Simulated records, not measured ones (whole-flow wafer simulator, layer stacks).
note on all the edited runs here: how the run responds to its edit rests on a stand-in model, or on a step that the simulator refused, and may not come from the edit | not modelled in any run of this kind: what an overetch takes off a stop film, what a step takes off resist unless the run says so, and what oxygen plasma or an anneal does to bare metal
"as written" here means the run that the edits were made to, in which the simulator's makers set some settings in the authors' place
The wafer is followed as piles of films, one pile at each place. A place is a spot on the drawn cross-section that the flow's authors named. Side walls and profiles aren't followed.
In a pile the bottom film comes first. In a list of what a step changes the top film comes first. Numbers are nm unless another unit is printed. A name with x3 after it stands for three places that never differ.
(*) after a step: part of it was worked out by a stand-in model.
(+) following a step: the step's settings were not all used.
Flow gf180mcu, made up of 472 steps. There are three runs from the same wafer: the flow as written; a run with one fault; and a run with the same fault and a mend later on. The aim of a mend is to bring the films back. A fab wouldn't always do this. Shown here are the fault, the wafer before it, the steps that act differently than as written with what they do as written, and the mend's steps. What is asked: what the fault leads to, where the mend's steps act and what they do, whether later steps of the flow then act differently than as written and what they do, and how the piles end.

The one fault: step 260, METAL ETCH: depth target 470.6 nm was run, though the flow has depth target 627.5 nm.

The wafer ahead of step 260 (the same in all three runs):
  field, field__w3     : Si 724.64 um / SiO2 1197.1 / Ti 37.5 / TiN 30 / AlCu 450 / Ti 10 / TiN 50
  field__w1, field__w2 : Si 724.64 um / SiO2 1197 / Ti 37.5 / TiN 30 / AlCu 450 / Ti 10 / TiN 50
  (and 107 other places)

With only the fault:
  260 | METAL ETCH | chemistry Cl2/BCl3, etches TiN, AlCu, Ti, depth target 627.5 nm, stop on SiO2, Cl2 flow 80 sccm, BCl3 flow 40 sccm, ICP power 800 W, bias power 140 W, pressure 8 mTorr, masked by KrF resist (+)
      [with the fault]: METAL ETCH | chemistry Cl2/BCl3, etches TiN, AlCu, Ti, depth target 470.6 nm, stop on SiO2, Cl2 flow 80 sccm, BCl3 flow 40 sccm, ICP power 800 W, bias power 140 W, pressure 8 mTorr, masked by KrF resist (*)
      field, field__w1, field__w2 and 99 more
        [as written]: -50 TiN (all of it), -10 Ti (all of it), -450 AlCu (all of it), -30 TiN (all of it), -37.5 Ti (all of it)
        [with the fault]: -50 TiN (all of it), -10 Ti (all of it), -410.6 AlCu
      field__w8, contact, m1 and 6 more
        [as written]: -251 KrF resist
        [with the fault]: -188.2 KrF resist
  Steps further on in the flow that do not act as written:
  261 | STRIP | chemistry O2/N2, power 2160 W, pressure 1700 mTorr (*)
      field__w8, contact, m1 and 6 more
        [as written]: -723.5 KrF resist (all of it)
        [with the fault]: -786.3 KrF resist (all of it)
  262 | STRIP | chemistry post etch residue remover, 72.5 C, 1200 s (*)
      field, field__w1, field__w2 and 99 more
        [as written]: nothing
        [with the fault]: -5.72 AlCu
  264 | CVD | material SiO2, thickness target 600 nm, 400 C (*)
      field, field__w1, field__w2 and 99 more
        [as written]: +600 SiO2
        [with the fault]: +600 SiO2 (new film)
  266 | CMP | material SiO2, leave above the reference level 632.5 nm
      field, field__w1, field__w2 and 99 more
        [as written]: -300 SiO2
        [with the fault]: -401.2 SiO2
  By the end, the piles at field, field__w1, field__w2 and 100 more depart from the flow's by more than 2% or 0.5 nm, whichever is larger.
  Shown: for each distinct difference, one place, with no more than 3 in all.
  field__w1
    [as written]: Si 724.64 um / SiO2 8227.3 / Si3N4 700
    [with the fault]: Si 724.64 um / SiO2 1197 / Ti 37.5 / TiN 30 / AlCu 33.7 / SiO2 6929.1 / Si3N4 700
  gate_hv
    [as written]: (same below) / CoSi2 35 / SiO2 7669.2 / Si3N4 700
    [with the fault]: (same below) / CoSi2 35 / SiO2 638.9 / Ti 37.5 / TiN 30 / AlCu 33.7 / SiO2 6929.1 / Si3N4 700
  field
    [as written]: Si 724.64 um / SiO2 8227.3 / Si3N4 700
    [with the fault]: Si 724.64 um / SiO2 1197.1 / Ti 37.5 / TiN 30 / AlCu 33.7 / SiO2 6929.1 / Si3N4 700

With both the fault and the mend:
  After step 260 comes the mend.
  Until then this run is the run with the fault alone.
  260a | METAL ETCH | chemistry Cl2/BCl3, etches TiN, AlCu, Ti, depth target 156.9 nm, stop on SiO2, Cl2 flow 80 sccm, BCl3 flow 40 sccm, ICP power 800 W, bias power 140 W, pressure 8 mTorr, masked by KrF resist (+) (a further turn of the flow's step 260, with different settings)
      field, field__w1, field__w2 and 99 more
        -39.4 AlCu (all of it), -30 TiN (all of it), -37.5 Ti (all of it)
      field__w8, contact, m1 and 6 more
        -62.8 KrF resist
  Later steps of the flow that are run all act as written at every place that is followed.
  At every place that both follow, the piles at the end match the flow's.
